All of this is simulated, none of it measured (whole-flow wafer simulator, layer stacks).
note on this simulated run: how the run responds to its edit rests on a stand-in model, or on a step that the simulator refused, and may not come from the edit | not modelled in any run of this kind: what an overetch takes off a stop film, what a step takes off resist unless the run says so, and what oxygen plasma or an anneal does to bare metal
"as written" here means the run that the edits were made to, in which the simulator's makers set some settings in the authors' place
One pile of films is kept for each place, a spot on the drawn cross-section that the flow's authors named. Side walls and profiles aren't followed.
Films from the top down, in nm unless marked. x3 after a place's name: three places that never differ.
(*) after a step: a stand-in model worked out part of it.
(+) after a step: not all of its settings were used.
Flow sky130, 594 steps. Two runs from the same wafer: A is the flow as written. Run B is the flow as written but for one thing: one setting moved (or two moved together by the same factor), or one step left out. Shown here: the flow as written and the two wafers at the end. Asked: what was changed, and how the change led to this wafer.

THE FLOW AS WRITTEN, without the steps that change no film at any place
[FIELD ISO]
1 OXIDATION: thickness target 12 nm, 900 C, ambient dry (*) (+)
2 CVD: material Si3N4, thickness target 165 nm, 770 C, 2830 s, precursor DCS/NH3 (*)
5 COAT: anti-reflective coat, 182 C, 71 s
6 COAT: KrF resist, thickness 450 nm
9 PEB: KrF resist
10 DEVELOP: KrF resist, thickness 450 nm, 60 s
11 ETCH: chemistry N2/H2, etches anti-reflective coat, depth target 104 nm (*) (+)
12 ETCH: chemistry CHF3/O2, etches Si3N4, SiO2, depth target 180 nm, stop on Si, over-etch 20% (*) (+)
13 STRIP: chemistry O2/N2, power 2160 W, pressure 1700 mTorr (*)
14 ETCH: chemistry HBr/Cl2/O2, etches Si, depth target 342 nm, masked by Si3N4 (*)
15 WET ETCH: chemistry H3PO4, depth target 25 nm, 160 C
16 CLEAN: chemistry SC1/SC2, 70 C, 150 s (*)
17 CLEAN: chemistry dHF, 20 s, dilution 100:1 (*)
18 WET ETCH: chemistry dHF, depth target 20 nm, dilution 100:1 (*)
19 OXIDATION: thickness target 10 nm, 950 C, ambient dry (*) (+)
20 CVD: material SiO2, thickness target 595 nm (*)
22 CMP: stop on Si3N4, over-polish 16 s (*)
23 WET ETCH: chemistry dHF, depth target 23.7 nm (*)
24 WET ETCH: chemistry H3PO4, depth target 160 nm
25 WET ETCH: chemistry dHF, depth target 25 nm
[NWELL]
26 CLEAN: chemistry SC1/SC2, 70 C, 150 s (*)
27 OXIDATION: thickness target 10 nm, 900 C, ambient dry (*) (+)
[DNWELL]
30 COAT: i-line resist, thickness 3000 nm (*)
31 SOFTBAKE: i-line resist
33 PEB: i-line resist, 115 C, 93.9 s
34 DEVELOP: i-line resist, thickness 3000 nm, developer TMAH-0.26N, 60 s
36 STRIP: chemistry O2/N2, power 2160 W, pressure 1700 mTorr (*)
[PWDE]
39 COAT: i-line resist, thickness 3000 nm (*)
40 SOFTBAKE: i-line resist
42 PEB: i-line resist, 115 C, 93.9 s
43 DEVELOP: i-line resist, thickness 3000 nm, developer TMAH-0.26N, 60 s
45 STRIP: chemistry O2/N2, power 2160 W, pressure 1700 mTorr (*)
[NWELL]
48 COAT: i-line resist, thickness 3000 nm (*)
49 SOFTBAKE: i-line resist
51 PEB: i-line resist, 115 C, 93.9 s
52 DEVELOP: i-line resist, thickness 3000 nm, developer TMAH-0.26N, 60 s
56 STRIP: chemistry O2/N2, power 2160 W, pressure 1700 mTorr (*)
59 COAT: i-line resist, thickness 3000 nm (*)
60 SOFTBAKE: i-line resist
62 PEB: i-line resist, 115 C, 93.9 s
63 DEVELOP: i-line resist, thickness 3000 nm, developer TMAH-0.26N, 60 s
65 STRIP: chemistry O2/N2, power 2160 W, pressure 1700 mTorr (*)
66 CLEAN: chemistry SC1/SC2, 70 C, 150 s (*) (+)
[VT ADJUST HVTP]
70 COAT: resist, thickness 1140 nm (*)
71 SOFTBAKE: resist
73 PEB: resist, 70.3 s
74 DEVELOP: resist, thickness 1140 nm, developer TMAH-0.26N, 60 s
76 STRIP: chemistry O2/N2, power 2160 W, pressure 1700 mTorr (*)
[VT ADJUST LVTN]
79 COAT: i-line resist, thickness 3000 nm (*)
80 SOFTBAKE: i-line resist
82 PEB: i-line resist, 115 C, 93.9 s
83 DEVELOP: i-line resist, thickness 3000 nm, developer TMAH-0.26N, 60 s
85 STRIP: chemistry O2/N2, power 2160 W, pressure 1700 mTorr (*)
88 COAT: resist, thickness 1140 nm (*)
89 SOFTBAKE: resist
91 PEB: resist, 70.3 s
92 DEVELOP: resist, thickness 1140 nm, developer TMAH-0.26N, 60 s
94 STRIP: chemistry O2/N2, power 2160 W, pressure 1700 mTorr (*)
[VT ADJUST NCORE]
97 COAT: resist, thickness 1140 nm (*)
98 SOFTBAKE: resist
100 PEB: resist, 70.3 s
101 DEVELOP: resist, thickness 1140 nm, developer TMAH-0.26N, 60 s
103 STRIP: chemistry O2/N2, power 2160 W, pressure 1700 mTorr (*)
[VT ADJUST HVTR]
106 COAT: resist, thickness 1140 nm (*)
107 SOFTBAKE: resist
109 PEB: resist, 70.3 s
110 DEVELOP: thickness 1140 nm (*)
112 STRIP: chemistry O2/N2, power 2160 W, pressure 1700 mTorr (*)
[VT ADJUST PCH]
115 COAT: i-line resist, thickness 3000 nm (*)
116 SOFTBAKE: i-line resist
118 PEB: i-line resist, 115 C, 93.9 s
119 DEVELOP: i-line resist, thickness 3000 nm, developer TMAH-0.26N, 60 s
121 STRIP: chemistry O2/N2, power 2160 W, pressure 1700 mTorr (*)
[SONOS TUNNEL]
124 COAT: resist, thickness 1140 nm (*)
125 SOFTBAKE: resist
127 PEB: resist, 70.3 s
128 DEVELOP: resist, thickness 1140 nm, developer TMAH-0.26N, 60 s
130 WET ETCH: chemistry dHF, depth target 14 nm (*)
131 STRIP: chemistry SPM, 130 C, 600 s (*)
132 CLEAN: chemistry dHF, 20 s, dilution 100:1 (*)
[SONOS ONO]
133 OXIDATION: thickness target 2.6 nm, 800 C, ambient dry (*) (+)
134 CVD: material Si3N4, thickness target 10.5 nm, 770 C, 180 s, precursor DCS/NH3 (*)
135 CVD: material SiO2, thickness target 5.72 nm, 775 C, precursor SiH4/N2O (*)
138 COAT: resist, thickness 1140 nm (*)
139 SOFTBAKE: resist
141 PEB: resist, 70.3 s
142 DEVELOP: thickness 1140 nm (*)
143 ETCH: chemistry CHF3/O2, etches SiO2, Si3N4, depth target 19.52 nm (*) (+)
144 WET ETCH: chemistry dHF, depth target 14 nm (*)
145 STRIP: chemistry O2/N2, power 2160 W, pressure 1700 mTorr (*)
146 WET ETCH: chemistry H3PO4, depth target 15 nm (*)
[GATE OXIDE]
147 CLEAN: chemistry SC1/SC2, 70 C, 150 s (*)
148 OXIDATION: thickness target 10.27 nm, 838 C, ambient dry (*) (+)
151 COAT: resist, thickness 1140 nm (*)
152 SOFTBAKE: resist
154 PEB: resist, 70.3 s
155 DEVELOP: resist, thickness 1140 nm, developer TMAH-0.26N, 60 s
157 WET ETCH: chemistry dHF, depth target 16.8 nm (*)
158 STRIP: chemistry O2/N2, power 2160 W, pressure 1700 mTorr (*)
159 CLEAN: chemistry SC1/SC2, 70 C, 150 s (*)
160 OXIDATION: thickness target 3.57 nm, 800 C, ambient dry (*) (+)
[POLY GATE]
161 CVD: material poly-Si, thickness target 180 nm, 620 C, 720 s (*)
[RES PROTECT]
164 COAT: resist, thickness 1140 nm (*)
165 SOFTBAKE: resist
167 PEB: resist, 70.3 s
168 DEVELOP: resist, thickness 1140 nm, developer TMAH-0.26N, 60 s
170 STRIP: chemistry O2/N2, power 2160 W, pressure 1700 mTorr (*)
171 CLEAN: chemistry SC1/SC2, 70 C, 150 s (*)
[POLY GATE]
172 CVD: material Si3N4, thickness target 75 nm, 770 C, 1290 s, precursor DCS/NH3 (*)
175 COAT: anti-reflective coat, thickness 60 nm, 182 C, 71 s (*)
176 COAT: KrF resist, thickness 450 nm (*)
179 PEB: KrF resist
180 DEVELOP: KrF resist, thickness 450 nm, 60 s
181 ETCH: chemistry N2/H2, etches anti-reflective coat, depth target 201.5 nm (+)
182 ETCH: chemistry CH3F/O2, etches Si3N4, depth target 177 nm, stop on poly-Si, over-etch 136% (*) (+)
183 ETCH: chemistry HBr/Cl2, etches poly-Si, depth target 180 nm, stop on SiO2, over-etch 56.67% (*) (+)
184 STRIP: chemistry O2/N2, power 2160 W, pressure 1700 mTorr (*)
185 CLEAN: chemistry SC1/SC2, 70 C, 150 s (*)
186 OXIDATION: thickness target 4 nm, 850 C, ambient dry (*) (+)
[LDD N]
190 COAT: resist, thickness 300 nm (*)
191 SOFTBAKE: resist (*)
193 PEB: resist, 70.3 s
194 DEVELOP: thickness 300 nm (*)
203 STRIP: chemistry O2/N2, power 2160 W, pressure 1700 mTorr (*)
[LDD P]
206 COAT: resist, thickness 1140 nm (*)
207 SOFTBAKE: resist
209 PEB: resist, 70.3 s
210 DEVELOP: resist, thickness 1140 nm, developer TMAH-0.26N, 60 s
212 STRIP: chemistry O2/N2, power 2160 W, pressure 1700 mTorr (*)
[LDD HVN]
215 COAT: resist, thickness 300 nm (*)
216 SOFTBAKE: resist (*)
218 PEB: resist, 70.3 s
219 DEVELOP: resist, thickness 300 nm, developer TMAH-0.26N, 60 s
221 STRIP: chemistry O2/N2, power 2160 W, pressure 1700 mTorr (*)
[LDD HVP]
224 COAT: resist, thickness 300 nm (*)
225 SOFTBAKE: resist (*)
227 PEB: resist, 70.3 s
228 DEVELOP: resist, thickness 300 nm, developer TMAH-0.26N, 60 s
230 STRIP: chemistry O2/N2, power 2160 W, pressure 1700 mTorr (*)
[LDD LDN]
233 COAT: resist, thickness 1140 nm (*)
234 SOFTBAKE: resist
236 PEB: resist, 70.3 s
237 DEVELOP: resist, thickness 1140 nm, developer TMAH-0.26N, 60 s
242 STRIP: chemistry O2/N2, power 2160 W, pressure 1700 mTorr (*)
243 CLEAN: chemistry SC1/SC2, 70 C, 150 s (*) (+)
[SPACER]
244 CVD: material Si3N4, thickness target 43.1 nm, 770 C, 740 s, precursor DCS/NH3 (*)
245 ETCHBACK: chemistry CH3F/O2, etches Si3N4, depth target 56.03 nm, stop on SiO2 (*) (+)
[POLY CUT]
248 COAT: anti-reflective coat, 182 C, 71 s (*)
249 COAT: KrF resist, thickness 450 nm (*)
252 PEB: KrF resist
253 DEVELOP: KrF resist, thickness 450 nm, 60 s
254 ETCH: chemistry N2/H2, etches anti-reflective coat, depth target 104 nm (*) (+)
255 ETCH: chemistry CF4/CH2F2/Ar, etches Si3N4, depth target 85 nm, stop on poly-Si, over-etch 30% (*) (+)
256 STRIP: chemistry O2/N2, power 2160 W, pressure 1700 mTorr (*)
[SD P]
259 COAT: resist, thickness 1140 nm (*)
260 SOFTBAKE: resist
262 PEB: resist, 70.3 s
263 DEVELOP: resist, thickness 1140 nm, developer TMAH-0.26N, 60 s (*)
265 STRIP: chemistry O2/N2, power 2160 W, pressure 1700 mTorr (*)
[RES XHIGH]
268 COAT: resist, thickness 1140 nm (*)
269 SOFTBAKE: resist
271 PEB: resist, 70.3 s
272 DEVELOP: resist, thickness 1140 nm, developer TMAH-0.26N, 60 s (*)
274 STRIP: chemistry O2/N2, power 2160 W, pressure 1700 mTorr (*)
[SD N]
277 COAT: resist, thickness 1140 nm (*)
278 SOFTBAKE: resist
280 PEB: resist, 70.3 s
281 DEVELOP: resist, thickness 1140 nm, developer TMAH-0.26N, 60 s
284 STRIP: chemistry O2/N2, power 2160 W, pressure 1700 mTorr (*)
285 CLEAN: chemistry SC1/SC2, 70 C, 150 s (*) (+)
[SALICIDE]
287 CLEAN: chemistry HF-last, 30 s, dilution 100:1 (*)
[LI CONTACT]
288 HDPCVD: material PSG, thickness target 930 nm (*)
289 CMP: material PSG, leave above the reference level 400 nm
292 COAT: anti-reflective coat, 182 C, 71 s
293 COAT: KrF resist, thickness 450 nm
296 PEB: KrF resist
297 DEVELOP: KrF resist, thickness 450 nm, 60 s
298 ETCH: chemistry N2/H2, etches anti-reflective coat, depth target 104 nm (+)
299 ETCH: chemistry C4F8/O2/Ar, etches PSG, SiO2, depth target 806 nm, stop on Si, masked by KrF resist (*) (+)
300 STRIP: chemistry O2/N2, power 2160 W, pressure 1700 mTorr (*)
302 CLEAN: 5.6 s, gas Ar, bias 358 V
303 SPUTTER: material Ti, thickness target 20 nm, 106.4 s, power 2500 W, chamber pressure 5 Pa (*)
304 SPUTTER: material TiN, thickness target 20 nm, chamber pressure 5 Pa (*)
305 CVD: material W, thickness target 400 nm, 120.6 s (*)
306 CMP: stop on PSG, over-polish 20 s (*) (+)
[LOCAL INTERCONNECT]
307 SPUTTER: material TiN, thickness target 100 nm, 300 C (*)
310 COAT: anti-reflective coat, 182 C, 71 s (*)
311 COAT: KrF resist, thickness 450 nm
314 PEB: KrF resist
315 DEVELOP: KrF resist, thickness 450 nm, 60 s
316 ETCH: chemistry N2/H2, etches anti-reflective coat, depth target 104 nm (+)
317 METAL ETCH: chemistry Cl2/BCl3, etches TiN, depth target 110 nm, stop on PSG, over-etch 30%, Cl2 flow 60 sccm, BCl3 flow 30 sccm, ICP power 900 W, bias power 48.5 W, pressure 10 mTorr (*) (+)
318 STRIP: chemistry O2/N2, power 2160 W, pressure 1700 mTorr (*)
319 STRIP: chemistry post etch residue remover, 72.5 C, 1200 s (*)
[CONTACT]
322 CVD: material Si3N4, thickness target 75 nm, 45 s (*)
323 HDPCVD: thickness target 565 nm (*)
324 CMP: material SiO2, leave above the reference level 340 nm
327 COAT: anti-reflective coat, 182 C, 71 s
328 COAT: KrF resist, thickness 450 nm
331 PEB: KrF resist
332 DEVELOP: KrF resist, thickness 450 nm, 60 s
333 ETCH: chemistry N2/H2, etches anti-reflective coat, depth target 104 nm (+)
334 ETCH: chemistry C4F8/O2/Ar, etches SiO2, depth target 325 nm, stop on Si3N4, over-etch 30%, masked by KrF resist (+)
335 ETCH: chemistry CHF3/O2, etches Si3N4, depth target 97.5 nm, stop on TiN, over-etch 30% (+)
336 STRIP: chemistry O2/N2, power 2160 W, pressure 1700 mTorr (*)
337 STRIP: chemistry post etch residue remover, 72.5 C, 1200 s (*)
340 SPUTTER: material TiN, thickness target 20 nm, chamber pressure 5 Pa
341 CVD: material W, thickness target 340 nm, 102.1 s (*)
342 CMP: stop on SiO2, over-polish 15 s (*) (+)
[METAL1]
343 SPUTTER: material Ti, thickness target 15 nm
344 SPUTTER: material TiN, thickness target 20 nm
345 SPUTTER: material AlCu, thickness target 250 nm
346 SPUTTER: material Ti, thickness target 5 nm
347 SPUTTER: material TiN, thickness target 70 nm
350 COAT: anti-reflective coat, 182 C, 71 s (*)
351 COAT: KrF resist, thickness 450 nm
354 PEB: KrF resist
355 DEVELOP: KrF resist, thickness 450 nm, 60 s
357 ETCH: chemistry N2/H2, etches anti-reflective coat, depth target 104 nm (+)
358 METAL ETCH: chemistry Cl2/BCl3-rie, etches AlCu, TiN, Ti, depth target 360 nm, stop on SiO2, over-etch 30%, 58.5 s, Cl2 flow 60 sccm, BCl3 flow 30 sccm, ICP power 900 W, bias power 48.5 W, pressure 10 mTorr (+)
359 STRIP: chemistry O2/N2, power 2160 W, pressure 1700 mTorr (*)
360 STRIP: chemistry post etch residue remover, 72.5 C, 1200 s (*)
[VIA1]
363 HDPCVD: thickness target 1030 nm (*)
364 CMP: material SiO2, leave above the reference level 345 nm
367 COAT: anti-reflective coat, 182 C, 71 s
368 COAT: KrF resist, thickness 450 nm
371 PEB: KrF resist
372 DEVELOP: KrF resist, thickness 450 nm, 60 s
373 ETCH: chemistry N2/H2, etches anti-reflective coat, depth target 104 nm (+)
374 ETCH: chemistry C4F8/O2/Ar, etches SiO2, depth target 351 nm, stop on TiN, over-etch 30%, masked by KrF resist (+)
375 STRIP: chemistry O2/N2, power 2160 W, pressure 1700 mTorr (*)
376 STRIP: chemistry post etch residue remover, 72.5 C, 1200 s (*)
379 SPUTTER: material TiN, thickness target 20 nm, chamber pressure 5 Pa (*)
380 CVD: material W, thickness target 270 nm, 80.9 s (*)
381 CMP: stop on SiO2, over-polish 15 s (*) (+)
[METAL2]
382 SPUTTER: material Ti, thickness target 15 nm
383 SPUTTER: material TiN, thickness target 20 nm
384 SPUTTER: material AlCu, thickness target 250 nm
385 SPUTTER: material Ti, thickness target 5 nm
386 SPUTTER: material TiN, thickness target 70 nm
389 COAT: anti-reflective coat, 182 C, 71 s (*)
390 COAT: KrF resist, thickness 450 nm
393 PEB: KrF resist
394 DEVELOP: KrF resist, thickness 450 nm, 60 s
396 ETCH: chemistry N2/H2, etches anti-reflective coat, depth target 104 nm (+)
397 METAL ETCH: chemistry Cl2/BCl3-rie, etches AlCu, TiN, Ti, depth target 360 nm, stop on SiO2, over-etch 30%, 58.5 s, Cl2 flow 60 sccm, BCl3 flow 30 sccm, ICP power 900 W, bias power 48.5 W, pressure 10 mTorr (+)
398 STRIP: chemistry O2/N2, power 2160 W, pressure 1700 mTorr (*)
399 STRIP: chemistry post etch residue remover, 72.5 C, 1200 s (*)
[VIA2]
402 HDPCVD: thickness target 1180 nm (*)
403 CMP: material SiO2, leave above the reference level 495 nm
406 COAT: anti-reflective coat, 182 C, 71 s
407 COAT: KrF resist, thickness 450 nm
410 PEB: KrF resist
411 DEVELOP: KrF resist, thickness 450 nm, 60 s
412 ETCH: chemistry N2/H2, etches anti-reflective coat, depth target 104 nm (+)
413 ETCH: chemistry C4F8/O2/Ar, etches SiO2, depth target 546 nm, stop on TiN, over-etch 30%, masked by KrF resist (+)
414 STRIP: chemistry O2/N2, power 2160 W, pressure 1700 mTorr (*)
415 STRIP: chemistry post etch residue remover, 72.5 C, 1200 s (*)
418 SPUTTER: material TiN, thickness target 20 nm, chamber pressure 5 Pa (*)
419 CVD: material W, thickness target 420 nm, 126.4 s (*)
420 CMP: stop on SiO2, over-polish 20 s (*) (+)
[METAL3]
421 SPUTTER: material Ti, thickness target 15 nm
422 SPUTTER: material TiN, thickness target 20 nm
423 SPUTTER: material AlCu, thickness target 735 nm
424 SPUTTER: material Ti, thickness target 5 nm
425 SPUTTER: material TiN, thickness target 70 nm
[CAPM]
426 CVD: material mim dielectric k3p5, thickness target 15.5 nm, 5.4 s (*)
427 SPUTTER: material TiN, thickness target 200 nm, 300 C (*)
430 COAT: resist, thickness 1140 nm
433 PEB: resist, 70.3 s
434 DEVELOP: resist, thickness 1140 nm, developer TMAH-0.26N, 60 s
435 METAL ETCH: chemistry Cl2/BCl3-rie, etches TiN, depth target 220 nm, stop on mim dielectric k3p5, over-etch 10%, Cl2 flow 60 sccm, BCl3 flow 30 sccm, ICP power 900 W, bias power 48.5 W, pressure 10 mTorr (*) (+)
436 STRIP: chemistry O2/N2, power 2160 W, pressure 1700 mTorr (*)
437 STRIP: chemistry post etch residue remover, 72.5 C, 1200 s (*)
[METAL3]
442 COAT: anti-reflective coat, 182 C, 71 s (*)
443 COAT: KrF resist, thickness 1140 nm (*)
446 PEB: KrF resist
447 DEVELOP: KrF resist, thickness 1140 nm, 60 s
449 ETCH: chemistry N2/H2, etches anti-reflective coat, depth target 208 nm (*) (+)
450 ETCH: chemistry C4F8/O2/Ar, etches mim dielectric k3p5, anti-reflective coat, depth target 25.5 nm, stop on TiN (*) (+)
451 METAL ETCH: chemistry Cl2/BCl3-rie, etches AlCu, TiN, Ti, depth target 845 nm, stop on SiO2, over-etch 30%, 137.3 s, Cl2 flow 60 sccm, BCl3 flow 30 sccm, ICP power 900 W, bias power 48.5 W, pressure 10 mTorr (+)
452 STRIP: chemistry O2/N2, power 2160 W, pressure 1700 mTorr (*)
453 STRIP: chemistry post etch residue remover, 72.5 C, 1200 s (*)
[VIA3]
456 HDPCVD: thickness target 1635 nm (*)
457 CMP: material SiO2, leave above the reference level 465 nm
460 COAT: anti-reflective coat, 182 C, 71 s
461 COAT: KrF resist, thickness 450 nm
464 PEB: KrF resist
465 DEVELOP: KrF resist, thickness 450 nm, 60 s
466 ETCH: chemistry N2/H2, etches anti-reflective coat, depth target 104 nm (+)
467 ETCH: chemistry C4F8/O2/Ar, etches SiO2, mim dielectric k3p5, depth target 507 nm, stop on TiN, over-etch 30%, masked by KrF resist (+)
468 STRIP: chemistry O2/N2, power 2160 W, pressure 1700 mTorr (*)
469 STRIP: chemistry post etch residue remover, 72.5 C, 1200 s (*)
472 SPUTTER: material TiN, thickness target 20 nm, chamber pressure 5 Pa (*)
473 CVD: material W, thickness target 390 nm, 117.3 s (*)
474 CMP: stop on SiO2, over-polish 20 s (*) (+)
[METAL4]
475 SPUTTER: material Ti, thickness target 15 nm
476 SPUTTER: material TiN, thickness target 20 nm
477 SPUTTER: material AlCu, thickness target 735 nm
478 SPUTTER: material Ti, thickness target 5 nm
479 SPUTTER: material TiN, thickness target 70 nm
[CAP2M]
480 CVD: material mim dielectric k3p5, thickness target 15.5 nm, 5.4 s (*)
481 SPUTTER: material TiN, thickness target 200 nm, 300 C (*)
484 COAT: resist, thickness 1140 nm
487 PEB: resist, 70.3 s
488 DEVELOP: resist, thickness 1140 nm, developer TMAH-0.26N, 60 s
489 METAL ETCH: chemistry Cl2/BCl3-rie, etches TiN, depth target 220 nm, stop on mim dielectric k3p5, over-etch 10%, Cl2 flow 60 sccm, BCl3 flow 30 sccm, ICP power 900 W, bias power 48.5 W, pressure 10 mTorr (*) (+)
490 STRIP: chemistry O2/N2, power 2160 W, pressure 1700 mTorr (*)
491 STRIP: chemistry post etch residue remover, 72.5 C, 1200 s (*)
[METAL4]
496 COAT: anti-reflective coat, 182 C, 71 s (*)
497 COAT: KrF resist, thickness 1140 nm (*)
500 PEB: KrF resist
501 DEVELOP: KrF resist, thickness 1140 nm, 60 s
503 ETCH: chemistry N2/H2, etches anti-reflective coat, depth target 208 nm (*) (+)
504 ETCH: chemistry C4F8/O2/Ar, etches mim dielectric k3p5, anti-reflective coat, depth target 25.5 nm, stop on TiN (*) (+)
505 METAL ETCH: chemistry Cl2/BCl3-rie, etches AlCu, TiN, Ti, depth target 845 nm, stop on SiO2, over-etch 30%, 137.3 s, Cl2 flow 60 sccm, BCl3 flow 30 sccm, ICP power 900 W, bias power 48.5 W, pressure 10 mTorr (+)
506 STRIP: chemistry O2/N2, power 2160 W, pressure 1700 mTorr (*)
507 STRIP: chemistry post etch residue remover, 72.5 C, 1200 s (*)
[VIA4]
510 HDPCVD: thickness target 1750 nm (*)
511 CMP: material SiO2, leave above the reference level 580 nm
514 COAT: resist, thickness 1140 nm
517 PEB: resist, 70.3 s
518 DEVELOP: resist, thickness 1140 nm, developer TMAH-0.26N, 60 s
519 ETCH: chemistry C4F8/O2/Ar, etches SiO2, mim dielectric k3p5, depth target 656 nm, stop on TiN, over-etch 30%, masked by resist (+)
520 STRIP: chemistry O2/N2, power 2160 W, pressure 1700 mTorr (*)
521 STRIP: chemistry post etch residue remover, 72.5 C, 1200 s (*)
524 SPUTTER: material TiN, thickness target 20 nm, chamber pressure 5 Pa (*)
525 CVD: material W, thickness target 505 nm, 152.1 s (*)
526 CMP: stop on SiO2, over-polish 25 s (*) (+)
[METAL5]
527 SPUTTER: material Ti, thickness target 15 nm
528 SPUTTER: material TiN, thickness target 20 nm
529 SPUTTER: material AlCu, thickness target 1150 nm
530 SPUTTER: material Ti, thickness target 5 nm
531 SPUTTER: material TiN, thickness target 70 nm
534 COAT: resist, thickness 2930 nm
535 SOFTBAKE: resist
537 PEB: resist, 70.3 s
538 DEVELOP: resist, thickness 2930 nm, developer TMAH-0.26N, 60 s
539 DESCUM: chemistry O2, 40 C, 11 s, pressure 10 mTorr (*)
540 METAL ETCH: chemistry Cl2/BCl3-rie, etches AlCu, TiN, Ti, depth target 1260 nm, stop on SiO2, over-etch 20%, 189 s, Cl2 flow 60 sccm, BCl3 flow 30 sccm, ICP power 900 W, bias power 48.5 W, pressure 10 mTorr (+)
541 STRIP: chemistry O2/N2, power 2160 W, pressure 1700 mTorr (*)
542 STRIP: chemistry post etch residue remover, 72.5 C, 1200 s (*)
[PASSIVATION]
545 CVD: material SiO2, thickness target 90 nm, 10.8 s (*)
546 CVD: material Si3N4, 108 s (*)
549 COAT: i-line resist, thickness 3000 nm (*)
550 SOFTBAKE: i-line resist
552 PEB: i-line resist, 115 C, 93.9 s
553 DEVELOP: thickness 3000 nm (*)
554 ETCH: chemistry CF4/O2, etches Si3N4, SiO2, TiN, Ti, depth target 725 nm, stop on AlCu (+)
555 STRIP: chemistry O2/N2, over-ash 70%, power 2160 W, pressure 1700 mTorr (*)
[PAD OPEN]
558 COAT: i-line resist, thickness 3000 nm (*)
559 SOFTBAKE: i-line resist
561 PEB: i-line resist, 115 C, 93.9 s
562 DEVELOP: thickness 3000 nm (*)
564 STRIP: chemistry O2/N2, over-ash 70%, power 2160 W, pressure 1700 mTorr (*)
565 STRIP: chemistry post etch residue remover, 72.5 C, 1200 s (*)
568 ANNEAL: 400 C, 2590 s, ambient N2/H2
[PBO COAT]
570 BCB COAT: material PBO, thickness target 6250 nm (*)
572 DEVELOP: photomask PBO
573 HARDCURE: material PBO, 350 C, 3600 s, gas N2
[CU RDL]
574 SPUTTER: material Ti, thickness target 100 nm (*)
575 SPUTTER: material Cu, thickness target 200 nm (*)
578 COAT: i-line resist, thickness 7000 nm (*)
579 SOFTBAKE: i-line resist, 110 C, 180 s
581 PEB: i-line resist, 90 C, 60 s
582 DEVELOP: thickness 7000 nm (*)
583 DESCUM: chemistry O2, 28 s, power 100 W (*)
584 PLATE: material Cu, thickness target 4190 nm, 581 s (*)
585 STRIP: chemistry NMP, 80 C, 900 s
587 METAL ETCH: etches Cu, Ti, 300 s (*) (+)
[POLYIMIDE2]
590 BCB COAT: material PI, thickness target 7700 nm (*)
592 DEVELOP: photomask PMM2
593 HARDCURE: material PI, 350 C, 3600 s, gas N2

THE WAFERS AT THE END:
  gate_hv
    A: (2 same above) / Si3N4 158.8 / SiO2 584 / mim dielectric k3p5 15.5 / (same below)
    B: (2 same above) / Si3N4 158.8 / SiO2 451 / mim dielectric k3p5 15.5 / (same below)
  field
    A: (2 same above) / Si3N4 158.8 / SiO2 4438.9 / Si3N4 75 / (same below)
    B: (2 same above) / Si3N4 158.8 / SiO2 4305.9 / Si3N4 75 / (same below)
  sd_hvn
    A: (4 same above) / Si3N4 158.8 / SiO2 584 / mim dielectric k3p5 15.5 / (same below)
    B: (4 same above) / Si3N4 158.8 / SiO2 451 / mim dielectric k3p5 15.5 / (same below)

The cause: step 511, CMP: leave above the reference level 447 nm was run, where the flow has leave above the reference level 580 nm.

How the change led to this, step by step:
  511 CMP: material SiO2, leave above the reference level 580 nm
      n_well, p_well, gate_hv and 99 more: A SiO2 -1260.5 | B SiO2 -1393.5
      field, active, gate and 77 more: A SiO2 -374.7 | B SiO2 -507.7
      (and at 11 more places)
  519 ETCH: chemistry C4F8/O2/Ar, etches SiO2, mim dielectric k3p5, depth target 656 nm, stop on TiN, over-etch 30%, masked by resist (+)
      field, active, n_well and 188 more: A resist -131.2 | B resist -96.9
      m1: A SiO2 -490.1 (all of it), mim dielectric k3p5 -15.5 (all of it) | B SiO2 -357.1 (all of it), mim dielectric k3p5 -15.5 (all of it)
      (and at 1 more place)
  520 STRIP: chemistry O2/N2, power 2160 W, pressure 1700 mTorr (*)
      field, active, n_well and 188 more: A resist -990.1 (all of it) | B resist -1024.4 (all of it)
  524 SPUTTER: material TiN, thickness target 20 nm, chamber pressure 5 Pa (*)
      m1, via4_hole: A TiN +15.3 | B TiN +16.2
  525 CVD: material W, thickness target 505 nm, 152.1 s (*)
      m1: A W +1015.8 (new film) | B W +685.1 (new film)
      via4_hole: A W +1015.2 (new film) | B W +686.2 (new film)
  526 CMP: stop on SiO2, over-polish 25 s (*) (+)
      m1: A W -532.7 | B W -335.9
      via4_hole: A W -532.7 | B W -337.6
